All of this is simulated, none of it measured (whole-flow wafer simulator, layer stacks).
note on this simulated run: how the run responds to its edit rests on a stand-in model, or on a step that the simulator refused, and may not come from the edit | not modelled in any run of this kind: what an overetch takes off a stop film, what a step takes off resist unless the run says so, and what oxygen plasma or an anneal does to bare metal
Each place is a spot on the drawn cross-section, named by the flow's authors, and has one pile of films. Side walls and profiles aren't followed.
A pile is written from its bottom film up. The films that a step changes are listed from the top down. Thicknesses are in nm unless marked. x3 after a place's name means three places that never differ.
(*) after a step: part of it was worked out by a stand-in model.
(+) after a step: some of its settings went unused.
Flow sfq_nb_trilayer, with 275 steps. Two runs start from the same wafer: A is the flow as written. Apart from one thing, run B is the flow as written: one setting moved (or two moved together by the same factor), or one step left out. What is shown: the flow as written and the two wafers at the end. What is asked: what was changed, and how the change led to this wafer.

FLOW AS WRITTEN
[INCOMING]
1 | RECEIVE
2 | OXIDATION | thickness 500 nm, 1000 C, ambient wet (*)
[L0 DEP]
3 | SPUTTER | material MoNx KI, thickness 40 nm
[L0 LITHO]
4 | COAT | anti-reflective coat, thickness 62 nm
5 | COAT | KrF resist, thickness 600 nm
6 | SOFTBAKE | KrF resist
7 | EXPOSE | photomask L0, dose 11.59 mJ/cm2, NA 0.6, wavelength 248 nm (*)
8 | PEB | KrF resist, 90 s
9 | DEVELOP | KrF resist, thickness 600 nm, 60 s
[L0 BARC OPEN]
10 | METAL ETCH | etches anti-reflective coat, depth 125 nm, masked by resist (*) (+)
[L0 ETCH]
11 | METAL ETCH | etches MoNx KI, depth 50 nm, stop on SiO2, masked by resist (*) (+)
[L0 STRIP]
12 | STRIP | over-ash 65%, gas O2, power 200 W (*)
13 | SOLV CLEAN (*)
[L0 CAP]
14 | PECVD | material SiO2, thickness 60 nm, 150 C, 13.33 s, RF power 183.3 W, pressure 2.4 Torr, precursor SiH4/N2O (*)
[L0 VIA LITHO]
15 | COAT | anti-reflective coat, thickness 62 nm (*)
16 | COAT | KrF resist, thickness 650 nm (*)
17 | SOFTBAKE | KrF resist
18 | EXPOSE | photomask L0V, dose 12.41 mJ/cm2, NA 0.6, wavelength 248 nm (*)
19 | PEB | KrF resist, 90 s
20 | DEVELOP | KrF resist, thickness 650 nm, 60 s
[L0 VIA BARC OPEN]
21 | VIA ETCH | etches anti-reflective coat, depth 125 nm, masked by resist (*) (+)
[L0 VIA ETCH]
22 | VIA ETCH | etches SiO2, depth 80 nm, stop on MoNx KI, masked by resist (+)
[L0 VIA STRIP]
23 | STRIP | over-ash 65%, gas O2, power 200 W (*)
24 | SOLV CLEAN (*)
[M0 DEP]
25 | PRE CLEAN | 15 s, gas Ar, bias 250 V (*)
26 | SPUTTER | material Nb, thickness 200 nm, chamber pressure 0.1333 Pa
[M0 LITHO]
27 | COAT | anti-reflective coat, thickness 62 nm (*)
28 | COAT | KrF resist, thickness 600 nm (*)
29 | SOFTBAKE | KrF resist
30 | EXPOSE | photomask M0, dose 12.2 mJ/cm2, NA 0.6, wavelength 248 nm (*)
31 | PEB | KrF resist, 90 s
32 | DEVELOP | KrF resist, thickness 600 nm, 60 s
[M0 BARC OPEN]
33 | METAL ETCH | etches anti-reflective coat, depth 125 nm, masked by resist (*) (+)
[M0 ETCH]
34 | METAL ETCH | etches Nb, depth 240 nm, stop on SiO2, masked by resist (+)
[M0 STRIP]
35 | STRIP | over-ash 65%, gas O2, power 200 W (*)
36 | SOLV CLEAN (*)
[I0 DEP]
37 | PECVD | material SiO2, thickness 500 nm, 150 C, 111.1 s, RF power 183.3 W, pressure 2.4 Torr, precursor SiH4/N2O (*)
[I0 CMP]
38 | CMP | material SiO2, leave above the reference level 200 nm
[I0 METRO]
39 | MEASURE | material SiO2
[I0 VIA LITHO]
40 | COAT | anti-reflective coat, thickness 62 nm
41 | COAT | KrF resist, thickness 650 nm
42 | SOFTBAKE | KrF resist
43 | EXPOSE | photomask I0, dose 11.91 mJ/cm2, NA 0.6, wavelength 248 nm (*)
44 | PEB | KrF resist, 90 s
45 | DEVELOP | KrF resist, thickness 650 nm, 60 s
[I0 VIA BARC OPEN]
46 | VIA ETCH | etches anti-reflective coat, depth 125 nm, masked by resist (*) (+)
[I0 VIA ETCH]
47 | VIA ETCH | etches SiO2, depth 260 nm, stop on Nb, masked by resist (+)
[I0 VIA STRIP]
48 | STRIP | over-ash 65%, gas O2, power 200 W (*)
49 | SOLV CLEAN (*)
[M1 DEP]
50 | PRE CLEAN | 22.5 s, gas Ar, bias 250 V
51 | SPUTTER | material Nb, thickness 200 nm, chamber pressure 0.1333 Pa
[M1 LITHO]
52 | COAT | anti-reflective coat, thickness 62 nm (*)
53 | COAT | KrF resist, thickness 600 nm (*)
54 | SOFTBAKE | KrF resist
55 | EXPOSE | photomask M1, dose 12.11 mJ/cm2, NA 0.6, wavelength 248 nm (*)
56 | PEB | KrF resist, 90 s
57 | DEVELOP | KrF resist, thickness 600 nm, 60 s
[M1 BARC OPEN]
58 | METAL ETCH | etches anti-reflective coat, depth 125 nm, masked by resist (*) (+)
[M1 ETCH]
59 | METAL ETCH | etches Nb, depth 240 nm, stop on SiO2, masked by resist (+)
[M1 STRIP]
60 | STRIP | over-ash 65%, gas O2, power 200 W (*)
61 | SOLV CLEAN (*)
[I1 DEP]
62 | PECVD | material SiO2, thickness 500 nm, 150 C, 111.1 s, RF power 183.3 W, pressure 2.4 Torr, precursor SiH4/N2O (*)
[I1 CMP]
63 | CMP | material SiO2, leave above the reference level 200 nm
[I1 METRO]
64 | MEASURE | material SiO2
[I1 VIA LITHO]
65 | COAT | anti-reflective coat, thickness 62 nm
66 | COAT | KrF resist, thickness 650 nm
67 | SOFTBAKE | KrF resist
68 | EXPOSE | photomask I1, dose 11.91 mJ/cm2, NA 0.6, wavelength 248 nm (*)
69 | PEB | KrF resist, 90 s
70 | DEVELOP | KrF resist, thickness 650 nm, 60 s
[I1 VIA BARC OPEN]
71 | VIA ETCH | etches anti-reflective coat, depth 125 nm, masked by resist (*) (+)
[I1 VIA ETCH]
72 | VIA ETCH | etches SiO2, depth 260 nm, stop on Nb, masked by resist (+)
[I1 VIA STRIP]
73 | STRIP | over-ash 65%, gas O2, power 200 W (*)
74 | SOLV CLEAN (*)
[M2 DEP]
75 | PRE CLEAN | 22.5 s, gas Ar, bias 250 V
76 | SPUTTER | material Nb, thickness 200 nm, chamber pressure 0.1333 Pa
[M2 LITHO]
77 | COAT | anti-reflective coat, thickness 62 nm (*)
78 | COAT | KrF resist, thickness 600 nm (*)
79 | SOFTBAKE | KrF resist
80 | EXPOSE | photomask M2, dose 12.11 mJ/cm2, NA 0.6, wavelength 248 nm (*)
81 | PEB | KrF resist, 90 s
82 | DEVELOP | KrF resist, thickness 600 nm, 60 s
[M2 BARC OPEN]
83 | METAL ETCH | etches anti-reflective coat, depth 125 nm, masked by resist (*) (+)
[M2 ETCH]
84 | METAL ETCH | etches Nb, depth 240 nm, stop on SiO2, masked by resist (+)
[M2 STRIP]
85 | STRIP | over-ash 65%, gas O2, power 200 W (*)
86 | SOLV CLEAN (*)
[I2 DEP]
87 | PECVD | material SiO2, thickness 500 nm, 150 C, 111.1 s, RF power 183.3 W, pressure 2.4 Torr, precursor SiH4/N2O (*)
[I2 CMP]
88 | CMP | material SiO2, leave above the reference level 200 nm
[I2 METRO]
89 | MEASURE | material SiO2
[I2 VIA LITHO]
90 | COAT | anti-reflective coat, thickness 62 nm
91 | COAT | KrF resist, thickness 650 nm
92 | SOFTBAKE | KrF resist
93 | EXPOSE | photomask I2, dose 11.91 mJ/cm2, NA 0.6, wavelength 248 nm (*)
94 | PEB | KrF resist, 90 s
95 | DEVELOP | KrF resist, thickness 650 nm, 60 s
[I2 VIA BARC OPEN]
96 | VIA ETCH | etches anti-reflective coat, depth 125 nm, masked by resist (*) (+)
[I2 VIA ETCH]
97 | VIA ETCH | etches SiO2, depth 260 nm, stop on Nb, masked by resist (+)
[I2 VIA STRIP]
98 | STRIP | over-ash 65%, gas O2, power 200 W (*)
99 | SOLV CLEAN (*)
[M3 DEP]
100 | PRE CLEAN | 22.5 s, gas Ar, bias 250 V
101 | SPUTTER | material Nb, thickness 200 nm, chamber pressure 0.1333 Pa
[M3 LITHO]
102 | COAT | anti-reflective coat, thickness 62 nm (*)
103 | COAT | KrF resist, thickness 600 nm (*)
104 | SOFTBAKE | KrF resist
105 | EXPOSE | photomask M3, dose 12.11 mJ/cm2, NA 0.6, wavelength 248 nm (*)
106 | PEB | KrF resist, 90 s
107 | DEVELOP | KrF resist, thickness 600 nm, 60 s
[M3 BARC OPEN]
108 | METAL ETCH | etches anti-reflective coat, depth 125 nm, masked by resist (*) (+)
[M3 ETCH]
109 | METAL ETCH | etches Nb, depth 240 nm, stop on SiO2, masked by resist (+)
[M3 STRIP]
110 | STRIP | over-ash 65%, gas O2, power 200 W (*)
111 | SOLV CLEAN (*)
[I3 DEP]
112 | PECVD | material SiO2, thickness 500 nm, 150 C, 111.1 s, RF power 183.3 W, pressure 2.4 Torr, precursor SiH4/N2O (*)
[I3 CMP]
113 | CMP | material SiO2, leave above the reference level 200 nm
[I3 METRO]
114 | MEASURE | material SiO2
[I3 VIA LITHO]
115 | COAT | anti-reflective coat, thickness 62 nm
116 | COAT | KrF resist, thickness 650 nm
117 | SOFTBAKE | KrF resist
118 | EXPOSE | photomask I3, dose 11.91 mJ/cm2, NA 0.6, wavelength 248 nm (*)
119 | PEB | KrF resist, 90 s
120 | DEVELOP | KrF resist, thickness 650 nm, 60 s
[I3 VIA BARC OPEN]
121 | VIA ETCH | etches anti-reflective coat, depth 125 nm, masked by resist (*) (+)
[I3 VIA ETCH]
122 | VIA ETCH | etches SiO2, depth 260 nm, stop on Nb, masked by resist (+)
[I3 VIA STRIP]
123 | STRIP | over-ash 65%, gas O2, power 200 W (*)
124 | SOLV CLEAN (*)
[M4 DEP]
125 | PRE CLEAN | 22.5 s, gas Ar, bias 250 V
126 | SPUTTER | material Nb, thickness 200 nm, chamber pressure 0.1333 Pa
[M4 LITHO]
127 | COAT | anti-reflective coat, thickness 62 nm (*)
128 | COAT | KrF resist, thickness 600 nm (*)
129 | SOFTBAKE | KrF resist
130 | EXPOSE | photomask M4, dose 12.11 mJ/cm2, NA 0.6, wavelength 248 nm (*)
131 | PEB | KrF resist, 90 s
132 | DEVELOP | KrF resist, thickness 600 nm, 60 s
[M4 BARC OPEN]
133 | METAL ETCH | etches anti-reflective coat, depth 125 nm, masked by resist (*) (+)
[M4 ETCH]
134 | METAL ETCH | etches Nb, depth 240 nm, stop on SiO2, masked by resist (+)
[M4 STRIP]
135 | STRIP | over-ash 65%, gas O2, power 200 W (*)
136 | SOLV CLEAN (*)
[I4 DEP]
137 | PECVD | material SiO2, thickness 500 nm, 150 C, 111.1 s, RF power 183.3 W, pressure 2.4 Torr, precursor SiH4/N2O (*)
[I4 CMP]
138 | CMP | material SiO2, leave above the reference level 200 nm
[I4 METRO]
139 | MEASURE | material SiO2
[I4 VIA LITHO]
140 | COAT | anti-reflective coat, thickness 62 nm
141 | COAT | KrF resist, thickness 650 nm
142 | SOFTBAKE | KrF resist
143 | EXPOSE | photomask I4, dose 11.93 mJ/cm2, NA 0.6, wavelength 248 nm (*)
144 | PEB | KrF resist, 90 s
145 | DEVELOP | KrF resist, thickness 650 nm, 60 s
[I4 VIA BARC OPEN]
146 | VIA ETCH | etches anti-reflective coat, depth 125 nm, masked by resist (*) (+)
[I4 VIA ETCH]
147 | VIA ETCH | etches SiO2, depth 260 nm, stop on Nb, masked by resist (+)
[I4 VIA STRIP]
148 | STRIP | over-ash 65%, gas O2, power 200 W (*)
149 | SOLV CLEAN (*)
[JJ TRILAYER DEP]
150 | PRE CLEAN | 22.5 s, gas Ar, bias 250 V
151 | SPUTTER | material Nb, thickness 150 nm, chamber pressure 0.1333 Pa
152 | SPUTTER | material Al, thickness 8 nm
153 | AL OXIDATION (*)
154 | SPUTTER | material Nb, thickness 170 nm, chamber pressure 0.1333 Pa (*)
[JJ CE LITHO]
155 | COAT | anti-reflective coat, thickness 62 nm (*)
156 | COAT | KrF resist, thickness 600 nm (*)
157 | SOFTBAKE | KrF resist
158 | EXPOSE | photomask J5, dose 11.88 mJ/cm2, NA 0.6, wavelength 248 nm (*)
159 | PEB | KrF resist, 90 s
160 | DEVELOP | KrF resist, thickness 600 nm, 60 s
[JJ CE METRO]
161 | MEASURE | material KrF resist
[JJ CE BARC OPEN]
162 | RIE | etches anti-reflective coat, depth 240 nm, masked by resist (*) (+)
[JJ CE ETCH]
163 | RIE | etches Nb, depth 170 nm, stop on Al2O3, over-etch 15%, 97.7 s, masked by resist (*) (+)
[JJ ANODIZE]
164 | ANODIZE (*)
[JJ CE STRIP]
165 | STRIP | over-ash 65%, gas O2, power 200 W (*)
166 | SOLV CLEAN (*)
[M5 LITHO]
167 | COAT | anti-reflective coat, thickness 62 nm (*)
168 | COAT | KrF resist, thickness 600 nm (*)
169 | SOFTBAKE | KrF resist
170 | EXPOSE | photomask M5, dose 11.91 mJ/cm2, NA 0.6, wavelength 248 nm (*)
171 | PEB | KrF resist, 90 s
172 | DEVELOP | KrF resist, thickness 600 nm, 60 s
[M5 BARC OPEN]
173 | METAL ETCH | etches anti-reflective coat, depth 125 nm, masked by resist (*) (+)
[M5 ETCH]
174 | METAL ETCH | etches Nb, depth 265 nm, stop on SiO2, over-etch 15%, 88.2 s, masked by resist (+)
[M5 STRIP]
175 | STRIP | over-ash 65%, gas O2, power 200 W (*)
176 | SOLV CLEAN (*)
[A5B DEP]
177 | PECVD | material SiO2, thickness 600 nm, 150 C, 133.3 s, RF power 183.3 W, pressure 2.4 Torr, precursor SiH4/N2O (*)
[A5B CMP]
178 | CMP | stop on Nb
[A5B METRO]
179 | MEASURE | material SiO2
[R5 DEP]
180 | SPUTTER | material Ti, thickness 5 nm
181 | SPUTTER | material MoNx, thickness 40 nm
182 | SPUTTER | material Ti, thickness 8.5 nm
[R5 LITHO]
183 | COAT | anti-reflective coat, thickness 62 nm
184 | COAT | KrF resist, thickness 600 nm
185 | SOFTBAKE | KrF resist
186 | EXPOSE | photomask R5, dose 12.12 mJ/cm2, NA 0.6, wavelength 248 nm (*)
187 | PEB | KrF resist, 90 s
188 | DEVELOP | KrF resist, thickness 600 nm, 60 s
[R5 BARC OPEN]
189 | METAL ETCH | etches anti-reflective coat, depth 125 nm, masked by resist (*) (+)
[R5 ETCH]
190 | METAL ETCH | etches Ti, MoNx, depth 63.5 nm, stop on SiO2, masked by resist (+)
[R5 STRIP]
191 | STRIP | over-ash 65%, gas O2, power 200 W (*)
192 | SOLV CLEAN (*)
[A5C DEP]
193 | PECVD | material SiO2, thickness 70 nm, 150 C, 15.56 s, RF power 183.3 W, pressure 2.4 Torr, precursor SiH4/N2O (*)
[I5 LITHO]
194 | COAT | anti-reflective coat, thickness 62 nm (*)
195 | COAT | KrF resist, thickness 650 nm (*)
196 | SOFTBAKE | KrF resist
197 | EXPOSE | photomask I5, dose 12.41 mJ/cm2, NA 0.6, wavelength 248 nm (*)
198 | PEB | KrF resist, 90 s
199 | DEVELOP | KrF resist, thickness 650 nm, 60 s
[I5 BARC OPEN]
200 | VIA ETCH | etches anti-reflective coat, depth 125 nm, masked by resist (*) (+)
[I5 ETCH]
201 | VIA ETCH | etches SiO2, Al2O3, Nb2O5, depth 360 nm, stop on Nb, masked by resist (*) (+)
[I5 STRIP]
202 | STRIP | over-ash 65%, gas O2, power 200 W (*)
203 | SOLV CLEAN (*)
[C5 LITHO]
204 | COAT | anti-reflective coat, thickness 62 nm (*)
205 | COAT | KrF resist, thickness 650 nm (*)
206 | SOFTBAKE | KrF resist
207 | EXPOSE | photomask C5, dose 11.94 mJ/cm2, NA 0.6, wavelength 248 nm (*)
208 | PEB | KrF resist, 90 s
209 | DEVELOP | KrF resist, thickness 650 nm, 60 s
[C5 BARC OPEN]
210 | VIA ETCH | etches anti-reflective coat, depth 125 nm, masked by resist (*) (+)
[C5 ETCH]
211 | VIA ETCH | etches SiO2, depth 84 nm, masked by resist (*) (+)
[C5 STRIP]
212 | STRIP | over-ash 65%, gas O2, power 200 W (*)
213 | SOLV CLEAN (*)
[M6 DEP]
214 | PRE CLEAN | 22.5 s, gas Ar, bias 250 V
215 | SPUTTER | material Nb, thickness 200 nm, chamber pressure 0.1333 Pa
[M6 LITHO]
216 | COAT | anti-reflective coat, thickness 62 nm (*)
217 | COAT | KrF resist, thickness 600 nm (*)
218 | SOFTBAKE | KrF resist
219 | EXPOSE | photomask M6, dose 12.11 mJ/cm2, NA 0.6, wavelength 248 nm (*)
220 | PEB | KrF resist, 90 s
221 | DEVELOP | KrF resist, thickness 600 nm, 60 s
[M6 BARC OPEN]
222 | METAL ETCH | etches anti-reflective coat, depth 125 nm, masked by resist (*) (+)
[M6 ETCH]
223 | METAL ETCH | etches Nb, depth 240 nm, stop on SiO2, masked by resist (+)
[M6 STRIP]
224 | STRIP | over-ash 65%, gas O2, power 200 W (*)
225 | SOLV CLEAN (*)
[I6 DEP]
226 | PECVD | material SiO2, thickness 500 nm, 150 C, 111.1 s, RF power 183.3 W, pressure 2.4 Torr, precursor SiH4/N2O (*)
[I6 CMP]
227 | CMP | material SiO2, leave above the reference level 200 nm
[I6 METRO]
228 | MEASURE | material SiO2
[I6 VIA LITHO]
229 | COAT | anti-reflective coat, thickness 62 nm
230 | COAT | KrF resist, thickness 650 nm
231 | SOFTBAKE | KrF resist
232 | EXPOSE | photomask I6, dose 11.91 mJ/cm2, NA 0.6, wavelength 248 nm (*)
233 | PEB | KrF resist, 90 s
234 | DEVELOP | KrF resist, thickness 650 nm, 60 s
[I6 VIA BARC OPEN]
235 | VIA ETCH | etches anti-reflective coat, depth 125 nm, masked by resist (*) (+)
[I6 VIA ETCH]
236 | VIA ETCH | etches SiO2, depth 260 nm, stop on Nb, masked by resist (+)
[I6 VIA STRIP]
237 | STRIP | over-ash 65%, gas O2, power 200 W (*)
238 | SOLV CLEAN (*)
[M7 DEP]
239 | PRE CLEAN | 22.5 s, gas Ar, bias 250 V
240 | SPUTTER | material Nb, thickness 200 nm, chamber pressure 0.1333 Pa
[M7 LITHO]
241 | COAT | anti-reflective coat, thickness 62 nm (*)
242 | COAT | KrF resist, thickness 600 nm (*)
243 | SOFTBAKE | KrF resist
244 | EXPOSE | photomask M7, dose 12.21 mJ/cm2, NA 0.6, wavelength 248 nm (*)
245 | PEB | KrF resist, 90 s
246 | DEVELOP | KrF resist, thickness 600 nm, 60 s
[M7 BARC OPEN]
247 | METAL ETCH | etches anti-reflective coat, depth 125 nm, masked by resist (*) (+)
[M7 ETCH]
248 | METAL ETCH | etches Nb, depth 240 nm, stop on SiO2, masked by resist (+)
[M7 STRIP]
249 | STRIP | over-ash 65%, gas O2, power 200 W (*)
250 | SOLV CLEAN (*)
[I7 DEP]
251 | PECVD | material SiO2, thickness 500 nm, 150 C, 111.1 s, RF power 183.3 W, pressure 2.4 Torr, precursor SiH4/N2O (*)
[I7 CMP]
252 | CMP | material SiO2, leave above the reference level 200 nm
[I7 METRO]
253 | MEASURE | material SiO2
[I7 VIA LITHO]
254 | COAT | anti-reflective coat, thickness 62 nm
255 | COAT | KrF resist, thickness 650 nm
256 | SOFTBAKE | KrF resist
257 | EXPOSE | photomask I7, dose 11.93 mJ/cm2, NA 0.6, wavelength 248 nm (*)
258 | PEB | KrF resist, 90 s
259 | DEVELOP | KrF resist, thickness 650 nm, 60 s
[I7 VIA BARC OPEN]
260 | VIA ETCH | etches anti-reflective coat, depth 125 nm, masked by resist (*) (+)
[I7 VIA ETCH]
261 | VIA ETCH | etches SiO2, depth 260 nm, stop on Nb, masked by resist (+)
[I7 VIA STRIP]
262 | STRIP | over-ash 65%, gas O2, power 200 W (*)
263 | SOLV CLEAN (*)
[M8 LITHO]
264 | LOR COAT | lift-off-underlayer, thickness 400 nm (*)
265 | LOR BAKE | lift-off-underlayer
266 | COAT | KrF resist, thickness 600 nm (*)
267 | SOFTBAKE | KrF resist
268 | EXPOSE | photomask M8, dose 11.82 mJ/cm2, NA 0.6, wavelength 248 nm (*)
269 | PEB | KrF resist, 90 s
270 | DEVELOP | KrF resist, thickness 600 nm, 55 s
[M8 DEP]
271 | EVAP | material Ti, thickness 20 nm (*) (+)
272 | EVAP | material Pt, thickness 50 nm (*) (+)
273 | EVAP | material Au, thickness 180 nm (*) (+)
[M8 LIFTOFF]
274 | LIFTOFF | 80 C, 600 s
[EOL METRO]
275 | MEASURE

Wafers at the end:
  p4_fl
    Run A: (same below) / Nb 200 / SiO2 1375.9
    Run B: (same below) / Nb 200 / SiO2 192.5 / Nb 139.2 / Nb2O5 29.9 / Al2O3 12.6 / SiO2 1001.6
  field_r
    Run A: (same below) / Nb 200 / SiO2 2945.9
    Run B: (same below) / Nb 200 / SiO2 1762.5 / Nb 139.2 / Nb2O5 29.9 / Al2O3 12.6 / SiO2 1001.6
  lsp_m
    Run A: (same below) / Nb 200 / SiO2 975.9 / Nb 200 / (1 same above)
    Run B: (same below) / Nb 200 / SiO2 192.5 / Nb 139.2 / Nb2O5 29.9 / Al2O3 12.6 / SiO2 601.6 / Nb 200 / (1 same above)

What caused this: step 174, METAL ETCH: etches Nb, depth 265 nm, stop on SiO2, over-etch 15%, 88.2 s, masked by resist (+), was skipped.

The path from the change to this, step by step:
  175 | STRIP | over-ash 65%, gas O2, power 200 W (*)
      l0r_line_l, l0r_line_c, l0r_space_c and 27 more: A -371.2 KrF resist (all of it), -62 anti-reflective coat (all of it) | B -523.6 KrF resist (all of it), -62 anti-reflective coat (all of it)
      v_sur: A -349.2 KrF resist (all of it), -44.9 anti-reflective coat (all of it) | B -501.5 KrF resist (all of it), -44.9 anti-reflective coat (all of it)
      (as well as at 22 more places)
  177 | PECVD | material SiO2, thickness 600 nm, 150 C, 133.3 s, RF power 183.3 W, pressure 2.4 Torr, precursor SiH4/N2O (*)
      field_l, p4_fl, p4_fm and 39 more: A +600 SiO2 | B +600 SiO2 (new film)
      r_sur, res, r_end, moat, field_r, lsp_l: A +592.9 SiO2 | B +600 SiO2 (new film)
      (as well as at 8 more places)
  178 | CMP | stop on Nb
      field_l, p4_fl, p4_fm and 39 more: A -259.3 SiO2 | B -453.4 SiO2
      r_sur, res, r_end, moat, field_r, lsp_l: A -252.3 SiO2 | B -453.4 SiO2
      (as well as at 8 more places)
Taking metal films that touch as one body, p4_fl has 3 bodies (between them, from the top down: SiO2 192.5; SiO2 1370); the flow as written gives 2 bodies (between them, from the top down: SiO2 1370).
Taking metal films that touch as one body, field_r has 2 bodies (between them, from the top down: SiO2 1762.5); the flow as written gives 1 body.
Taking metal films that touch as one body, lsp_m has 4 bodies (between them, from the top down: SiO2 601.6 / Al2O3 12.6 / Nb2O5 29.9; SiO2 192.5; SiO2 1370); the flow as written gives 3 bodies (between them, from the top down: SiO2 975.9; SiO2 1370).
